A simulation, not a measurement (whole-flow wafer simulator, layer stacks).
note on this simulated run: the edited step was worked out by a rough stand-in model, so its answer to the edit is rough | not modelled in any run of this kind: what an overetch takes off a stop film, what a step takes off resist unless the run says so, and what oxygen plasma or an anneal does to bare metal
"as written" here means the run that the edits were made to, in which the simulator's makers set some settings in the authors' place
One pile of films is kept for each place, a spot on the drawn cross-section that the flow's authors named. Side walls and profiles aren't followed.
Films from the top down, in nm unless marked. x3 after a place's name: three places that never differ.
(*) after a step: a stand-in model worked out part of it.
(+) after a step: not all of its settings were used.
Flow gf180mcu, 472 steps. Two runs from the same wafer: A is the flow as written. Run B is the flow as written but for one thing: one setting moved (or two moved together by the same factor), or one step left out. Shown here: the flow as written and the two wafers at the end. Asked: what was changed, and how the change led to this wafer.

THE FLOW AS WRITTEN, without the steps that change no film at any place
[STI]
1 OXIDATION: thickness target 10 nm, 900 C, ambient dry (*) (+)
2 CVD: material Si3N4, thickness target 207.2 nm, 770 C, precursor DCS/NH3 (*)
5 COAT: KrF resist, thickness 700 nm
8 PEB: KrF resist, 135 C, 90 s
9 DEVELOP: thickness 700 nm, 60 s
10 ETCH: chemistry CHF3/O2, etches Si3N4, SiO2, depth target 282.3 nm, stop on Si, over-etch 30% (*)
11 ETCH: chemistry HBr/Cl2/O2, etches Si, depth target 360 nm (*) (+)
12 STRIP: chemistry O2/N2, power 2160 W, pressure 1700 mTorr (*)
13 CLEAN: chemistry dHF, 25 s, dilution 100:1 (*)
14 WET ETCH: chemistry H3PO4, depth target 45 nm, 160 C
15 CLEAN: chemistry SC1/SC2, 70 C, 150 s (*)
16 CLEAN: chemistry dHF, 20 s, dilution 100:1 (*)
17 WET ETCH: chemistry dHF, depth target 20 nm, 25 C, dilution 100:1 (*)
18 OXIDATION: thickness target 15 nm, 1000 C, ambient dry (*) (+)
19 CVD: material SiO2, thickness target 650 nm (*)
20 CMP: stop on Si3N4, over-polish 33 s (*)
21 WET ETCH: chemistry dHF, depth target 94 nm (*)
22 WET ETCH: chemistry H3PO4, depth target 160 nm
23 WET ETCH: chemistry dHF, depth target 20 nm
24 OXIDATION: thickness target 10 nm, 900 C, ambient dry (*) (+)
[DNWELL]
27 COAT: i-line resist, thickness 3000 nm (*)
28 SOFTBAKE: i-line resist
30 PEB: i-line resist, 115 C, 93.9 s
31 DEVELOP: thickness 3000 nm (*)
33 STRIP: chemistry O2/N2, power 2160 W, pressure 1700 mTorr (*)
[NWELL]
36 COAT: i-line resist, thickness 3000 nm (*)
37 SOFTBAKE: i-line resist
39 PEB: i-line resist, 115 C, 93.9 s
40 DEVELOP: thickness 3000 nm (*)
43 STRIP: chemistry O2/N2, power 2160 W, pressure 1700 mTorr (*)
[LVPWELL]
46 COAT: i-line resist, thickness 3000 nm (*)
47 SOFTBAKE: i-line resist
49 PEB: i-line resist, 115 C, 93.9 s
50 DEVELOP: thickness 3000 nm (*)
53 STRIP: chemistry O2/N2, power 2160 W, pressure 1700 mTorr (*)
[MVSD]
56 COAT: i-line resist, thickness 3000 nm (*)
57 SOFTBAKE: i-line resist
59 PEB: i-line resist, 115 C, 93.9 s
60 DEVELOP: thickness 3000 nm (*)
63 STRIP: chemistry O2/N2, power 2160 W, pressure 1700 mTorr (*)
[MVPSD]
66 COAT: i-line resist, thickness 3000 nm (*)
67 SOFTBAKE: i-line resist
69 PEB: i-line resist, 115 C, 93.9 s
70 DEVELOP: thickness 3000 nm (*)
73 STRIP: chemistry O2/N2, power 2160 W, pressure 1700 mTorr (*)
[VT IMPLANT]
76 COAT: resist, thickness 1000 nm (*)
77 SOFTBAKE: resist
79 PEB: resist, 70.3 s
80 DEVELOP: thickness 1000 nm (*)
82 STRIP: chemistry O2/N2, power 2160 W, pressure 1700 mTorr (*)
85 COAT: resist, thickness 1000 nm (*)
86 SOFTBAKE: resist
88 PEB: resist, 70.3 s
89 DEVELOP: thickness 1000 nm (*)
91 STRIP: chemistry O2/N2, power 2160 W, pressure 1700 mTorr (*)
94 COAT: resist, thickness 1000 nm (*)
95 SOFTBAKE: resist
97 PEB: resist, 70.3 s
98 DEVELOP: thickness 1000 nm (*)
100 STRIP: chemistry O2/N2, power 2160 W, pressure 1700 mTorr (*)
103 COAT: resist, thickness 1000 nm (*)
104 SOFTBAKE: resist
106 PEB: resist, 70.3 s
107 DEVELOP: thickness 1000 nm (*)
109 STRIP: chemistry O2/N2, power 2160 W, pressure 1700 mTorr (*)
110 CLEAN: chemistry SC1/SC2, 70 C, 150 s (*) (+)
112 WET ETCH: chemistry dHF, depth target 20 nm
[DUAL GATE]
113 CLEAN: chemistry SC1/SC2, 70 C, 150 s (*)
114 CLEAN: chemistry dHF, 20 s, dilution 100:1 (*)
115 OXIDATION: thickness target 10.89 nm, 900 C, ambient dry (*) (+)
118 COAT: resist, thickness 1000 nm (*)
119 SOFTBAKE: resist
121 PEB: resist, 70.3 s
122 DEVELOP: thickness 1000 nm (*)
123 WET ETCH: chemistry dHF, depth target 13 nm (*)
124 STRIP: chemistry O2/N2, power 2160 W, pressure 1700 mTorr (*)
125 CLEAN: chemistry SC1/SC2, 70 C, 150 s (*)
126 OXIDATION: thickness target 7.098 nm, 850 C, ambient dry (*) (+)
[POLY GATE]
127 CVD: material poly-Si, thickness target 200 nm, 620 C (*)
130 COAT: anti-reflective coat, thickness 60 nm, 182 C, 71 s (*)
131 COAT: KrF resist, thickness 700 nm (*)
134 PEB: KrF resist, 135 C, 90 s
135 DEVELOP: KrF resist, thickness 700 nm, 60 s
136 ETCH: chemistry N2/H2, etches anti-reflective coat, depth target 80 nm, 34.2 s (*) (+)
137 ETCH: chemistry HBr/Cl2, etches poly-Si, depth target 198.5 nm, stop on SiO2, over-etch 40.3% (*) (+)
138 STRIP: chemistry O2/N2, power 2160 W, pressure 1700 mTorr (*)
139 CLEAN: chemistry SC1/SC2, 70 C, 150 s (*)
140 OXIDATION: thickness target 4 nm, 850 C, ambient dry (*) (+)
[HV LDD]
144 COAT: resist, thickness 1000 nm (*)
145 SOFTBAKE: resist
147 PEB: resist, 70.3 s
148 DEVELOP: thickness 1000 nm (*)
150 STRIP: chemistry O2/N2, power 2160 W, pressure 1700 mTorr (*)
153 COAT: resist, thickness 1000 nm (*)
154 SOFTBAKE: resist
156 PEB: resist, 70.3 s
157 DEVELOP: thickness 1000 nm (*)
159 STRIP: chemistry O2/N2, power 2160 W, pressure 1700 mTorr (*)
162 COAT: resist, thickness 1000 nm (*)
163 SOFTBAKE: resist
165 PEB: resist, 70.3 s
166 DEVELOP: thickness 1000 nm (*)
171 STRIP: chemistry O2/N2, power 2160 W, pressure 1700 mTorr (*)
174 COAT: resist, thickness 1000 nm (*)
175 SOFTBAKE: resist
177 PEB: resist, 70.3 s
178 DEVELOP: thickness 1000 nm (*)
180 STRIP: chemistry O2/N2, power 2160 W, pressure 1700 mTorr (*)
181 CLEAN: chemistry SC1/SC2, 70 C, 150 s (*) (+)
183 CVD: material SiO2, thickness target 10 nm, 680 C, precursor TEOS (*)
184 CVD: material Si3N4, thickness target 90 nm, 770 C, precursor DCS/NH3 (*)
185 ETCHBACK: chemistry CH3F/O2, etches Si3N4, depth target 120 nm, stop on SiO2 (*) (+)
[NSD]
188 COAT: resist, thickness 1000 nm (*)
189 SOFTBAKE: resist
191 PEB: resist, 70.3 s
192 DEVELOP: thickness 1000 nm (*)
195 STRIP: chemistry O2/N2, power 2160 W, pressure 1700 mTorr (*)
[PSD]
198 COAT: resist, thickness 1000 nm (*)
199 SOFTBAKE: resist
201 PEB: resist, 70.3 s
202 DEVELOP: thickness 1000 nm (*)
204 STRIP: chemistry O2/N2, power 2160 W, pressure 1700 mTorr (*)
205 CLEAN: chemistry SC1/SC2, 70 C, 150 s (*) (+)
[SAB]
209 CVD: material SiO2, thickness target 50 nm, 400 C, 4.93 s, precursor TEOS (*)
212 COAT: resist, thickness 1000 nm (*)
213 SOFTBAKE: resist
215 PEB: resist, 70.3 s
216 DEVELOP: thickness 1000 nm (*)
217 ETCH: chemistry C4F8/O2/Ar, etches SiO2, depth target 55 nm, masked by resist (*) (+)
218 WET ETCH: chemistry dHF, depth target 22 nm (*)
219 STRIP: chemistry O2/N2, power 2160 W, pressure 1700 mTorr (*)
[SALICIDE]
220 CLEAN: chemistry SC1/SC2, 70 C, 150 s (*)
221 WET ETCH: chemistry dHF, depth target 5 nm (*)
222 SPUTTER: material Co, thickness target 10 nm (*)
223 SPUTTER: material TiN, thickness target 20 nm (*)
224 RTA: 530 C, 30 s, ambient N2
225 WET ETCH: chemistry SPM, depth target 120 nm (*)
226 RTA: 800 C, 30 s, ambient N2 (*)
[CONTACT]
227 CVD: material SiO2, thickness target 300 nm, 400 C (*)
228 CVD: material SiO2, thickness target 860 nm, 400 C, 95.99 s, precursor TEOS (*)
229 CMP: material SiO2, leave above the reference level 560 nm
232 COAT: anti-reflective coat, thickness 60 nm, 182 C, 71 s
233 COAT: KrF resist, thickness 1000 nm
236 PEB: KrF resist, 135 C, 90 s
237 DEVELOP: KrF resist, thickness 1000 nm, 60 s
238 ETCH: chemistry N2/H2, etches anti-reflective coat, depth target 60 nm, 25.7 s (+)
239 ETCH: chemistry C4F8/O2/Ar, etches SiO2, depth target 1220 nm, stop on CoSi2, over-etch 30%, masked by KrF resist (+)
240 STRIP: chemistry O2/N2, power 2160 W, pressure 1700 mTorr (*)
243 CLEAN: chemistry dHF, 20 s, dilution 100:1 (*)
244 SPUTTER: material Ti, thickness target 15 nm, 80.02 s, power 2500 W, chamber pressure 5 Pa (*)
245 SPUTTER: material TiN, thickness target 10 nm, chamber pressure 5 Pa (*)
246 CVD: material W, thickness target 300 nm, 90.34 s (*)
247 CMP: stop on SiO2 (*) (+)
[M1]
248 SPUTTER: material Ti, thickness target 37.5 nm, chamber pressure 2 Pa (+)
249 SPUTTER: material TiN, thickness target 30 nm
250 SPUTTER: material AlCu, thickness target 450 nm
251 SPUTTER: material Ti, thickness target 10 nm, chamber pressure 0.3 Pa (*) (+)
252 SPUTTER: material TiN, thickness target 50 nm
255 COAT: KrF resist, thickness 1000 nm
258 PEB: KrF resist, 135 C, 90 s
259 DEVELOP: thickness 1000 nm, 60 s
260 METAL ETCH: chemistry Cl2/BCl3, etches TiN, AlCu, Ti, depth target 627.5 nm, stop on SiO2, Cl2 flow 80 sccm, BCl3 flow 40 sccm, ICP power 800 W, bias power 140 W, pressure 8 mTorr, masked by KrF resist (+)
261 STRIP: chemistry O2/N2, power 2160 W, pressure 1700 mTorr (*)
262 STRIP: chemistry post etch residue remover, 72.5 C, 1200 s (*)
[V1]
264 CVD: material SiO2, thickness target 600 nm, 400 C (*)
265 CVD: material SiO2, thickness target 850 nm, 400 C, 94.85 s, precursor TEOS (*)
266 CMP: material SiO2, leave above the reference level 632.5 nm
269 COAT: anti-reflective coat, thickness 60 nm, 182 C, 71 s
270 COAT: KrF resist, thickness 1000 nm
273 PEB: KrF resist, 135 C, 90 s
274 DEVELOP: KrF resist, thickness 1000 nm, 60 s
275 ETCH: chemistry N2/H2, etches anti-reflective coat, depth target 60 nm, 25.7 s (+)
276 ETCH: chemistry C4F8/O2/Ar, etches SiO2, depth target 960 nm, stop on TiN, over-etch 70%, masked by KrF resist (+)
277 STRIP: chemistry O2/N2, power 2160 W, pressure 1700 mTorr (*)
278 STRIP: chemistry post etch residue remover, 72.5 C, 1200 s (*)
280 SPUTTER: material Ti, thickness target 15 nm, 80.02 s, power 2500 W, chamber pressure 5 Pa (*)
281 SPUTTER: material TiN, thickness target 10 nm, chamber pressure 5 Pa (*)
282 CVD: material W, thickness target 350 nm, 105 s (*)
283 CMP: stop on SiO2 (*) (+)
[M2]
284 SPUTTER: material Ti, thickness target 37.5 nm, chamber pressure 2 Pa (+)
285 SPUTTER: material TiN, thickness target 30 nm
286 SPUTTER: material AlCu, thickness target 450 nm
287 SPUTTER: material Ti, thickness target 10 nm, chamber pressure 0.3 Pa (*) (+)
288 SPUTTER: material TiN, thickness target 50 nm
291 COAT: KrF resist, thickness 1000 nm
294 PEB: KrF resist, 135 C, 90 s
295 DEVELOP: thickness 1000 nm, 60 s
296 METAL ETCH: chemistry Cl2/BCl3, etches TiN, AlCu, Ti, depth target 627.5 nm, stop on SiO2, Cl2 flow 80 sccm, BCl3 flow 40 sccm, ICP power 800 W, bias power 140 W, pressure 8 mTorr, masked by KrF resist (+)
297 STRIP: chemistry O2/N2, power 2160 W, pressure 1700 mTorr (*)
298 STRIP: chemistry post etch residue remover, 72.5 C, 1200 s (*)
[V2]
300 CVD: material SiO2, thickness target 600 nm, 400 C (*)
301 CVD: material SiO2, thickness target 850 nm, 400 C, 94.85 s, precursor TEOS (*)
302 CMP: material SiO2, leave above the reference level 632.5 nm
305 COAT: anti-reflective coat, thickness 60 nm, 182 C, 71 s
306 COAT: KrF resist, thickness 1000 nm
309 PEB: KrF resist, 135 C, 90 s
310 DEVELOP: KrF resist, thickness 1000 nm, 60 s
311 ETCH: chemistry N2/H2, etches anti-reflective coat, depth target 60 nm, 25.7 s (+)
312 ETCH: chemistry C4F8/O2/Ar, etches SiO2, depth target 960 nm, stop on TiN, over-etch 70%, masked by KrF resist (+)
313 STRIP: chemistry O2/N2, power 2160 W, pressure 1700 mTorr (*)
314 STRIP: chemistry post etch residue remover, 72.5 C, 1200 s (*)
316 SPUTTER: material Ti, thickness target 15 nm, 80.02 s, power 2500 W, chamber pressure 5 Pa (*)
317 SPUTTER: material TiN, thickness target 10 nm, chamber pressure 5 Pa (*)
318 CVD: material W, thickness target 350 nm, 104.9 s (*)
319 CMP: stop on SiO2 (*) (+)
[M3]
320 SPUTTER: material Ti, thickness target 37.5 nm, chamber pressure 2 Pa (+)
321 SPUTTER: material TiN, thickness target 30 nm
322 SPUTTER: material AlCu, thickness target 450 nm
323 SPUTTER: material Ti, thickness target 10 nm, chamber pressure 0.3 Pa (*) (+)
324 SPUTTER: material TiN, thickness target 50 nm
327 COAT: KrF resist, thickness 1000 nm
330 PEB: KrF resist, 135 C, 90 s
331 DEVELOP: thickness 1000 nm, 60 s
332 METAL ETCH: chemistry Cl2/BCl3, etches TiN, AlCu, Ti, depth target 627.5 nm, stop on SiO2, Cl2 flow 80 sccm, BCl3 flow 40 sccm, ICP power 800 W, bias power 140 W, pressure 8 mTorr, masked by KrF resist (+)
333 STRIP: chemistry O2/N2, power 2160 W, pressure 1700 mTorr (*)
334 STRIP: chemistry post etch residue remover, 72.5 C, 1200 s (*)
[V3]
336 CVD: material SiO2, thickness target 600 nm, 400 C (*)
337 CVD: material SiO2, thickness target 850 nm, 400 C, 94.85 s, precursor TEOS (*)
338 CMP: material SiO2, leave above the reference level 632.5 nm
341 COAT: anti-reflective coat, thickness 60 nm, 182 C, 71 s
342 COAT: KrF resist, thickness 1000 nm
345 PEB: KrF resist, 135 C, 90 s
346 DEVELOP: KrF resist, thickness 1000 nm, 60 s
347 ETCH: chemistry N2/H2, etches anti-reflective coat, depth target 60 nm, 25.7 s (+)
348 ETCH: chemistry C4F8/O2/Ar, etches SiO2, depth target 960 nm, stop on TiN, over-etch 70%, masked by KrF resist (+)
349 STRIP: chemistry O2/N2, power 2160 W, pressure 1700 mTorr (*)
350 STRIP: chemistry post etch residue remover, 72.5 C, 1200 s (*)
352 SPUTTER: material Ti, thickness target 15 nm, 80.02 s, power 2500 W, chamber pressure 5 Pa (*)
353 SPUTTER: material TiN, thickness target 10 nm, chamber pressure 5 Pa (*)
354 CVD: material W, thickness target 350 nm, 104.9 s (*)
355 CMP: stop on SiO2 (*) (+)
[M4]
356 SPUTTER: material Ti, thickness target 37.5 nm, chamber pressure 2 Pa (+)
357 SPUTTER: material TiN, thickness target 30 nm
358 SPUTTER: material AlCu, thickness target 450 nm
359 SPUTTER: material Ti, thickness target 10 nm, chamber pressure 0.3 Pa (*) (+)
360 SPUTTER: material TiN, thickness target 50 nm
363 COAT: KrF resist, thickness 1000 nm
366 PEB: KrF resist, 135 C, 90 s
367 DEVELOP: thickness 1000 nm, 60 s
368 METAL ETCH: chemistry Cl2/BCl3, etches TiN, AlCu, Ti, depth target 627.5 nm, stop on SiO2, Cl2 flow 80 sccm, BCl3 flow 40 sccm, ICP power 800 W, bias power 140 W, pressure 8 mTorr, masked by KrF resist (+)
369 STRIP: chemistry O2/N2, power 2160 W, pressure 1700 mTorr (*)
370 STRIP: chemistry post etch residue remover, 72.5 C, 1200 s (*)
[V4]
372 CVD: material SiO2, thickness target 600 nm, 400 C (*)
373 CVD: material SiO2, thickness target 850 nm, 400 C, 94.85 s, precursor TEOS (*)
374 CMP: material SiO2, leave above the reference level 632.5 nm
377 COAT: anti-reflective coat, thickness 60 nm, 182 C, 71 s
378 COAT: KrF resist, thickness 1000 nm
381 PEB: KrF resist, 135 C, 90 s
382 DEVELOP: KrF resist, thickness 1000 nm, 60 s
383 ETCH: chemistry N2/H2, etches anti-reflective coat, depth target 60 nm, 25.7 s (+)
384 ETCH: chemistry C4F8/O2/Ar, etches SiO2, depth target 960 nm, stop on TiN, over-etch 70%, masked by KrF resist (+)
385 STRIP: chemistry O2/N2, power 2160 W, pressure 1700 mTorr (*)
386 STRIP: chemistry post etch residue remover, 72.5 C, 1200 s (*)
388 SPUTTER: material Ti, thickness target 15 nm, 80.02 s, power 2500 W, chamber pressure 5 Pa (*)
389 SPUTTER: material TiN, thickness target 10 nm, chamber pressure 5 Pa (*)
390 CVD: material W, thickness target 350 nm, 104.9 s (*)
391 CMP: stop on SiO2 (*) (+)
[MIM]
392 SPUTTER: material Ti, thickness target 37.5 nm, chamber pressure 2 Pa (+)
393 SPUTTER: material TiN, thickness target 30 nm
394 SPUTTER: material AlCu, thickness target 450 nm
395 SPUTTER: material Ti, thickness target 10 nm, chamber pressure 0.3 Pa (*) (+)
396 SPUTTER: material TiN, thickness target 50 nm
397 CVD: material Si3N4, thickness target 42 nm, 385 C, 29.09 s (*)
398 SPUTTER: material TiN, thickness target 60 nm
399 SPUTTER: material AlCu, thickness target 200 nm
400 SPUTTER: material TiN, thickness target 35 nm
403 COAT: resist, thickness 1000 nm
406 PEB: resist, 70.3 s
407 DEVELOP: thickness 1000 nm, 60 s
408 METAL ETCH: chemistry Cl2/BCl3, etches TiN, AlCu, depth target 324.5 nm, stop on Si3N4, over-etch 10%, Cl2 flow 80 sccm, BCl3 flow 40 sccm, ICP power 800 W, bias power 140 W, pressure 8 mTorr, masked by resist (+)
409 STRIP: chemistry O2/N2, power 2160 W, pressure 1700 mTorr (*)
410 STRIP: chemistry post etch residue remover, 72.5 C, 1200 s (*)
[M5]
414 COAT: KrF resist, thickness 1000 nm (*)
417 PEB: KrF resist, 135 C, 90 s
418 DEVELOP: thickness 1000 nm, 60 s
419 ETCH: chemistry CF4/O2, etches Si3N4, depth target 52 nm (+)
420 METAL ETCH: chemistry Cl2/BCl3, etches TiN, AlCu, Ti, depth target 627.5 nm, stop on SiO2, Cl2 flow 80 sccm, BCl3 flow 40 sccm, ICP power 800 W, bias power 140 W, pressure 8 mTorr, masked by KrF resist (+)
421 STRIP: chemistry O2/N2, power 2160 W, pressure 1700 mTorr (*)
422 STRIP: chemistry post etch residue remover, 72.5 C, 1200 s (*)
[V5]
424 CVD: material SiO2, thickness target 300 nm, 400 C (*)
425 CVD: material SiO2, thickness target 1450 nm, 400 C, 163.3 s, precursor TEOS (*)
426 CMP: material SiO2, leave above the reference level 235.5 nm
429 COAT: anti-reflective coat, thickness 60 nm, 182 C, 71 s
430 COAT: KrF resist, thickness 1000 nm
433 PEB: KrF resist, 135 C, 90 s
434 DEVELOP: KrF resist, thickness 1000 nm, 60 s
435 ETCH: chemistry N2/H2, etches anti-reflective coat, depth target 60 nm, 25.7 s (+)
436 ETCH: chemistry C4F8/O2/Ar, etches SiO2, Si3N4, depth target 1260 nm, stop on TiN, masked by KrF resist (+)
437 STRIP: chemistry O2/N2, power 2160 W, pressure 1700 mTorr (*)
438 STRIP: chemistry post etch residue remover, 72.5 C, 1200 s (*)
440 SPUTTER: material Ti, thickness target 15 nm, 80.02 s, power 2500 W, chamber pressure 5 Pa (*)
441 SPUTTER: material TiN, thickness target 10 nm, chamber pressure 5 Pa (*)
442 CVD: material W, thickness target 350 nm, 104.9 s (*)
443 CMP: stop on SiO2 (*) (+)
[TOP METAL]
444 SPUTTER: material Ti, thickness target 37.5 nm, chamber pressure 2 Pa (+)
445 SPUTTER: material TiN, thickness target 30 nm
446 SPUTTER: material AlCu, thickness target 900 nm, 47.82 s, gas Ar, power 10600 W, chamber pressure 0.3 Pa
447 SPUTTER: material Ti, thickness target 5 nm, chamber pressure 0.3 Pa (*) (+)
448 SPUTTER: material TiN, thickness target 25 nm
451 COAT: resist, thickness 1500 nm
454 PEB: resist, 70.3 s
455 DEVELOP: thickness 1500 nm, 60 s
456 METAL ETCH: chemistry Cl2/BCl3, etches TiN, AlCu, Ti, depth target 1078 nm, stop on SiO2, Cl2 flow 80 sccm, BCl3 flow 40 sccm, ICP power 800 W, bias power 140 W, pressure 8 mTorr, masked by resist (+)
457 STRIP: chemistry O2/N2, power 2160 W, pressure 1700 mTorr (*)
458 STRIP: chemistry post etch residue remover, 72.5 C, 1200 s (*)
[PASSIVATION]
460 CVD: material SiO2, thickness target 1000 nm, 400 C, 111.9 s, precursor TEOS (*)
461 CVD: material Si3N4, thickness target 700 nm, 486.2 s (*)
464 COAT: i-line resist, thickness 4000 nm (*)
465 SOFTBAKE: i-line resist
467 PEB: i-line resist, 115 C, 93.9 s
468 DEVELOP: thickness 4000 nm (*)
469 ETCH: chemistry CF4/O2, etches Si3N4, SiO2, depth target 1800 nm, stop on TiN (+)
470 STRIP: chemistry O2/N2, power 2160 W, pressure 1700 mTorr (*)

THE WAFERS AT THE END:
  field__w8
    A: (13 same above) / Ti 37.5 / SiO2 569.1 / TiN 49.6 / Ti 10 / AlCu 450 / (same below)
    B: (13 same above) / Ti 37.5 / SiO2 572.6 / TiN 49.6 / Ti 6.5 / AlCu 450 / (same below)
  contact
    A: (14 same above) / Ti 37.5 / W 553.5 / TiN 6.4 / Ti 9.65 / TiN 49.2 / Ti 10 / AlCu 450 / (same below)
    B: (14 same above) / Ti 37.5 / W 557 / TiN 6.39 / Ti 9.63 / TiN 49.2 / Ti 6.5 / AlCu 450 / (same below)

The cause: step 359, SPUTTER: thickness target 6.5 nm was run, where the flow has thickness target 10 nm.
It can be read off the wafer: field__w8 has Ti 6.5, and step 359 as written asks for 10 nm.

How the change led to this, step by step:
  359 SPUTTER: material Ti, thickness target 10 nm, chamber pressure 0.3 Pa (*) (+)
      field, field__w1, field__w2 and 108 more: A Ti +10 (new film) | B Ti +6.5 (new film)
  368 METAL ETCH: chemistry Cl2/BCl3, etches TiN, AlCu, Ti, depth target 627.5 nm, stop on SiO2, Cl2 flow 80 sccm, BCl3 flow 40 sccm, ICP power 800 W, bias power 140 W, pressure 8 mTorr, masked by KrF resist (+)
      field, field__w1, field__w2 and 103 more: A TiN -50 (all of it), Ti -10 (all of it), AlCu -450 (all of it), TiN -30 (all of it), Ti -37.5 (all of it) | B TiN -50 (all of it), Ti -6.5 (all of it), AlCu -450 (all of it), TiN -30 (all of it), Ti -37.5 (all of it)
